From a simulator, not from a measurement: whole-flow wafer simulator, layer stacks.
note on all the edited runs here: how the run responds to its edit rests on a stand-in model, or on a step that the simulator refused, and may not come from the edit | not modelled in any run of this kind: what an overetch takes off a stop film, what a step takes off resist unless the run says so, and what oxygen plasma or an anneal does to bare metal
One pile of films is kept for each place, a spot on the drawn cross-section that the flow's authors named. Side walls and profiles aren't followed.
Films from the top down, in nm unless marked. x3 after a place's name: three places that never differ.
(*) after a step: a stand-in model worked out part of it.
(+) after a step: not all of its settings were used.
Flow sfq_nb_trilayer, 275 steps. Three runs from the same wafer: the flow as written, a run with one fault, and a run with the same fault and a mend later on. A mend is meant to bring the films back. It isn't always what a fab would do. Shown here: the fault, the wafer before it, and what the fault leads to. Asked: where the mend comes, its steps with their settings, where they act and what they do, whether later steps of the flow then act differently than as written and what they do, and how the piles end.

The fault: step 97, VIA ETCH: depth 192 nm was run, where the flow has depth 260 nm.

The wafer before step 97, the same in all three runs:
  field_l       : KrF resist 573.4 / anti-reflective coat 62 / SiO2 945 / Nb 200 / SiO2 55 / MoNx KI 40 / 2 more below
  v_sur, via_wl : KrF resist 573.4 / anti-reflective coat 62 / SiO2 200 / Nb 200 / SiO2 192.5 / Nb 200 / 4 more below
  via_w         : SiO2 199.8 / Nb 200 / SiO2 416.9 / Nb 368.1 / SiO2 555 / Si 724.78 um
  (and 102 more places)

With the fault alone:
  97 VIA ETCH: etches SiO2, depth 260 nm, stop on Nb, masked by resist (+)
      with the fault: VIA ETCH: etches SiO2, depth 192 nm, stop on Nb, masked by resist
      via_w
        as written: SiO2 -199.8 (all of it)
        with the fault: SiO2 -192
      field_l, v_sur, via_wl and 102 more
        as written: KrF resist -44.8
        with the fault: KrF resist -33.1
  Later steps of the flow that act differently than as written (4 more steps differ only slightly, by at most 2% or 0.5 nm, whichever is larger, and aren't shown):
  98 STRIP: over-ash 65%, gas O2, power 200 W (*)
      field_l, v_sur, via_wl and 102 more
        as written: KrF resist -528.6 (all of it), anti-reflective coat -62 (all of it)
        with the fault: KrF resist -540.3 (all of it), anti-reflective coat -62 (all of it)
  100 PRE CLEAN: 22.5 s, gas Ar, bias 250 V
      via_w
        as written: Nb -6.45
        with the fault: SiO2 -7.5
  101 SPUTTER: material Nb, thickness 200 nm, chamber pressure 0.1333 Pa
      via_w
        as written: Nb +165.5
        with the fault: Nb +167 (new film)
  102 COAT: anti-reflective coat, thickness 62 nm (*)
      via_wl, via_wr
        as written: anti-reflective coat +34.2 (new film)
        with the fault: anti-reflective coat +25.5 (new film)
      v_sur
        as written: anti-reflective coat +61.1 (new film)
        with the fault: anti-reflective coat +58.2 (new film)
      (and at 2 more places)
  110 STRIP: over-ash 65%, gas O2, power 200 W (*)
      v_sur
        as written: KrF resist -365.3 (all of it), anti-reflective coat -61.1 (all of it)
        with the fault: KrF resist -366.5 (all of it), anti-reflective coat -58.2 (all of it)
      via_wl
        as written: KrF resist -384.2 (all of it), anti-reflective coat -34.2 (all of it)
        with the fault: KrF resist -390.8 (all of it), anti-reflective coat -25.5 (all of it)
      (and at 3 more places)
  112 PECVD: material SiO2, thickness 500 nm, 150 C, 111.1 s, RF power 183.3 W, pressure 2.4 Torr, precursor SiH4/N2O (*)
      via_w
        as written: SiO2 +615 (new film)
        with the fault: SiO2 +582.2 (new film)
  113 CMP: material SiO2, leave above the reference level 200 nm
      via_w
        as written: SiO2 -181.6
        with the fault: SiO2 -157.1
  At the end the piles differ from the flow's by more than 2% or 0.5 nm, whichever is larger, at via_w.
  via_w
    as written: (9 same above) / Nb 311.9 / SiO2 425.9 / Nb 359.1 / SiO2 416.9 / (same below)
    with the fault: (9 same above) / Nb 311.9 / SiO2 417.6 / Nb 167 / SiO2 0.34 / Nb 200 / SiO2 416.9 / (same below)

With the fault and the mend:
  The mend comes after step 98.
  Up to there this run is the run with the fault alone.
  98a COAT: anti-reflective coat, thickness 62 nm (*) (the flow's step 90 once more)
      p4_fl x3, p4_w1 x9, p4_g1 x2 and 63 more
        anti-reflective coat +62 (new film)
      r_end, moat, field_r and 7 more
        anti-reflective coat +61.8 (new film)
      ce_l, c5j, ce_r, sp_r, be_r, r_sur, res
        anti-reflective coat +61.7 (new film)
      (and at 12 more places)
  98b COAT: KrF resist, thickness 650 nm (*) (the flow's step 91 once more)
      p4_fl x3, p4_w1 x9, p4_g1 x2 and 63 more
        KrF resist +650 (new film)
      field_r, lsp_l, ln_m5, lsp_m, ln_m6, lsp_r, l0_sur
        KrF resist +649.5 (new film)
      res, r_end, moat, l0v
        KrF resist +649.4 (new film)
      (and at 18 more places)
  98c SOFTBAKE: KrF resist (the flow's step 92 once more)
      changes no film at any place that is followed
  98d EXPOSE: photomask I2, dose 11.91 mJ/cm2, NA 0.6, wavelength 248 nm (*) (the flow's step 93 once more)
      changes no film at any place that is followed
  98e PEB: KrF resist, 90 s (the flow's step 94 once more)
      jj_sur, ce_l, c5j and 92 more
        KrF resist -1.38
      via_v, wire, be, be_sur, gap
        KrF resist -1.37
      v_sur, via_sp
        KrF resist -1.35
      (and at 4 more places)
  98f DEVELOP: KrF resist, thickness 650 nm, 60 s (the flow's step 95 once more)
      field_l, v_sur, via_wl and 102 more
        KrF resist -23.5
      via_w
        KrF resist -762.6 (all of it)
  98g VIA ETCH: etches anti-reflective coat, depth 125 nm, masked by resist (+) (the flow's step 96 once more)
      field_l, v_sur, via_wl and 102 more
        KrF resist -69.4
      via_w
        anti-reflective coat -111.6 (all of it), SiO2 -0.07
  98h VIA ETCH: etches SiO2, depth 68 nm, stop on Nb, masked by resist (+) (the flow's step 97 once more, with other settings)
      field_l, v_sur, via_wl and 102 more
        KrF resist -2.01
      via_w
        SiO2 -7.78 (all of it)
  98i STRIP: over-ash 65%, gas O2, power 200 W (*) (the flow's step 98 once more)
      p4_fl x3, p4_w1 x9, p4_g1 x2 and 63 more
        KrF resist -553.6 (all of it), anti-reflective coat -62 (all of it)
      r_end, moat, field_r and 6 more
        KrF resist -553.1 (all of it), anti-reflective coat -61.8 (all of it)
      ce_r, sp_r, be_r
        KrF resist -552.9 (all of it), anti-reflective coat -61.7 (all of it)
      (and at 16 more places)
  No later step of the flow acts differently than as written at any place that is followed.
  At the end the piles are the same as the flow's at every place that both follow.
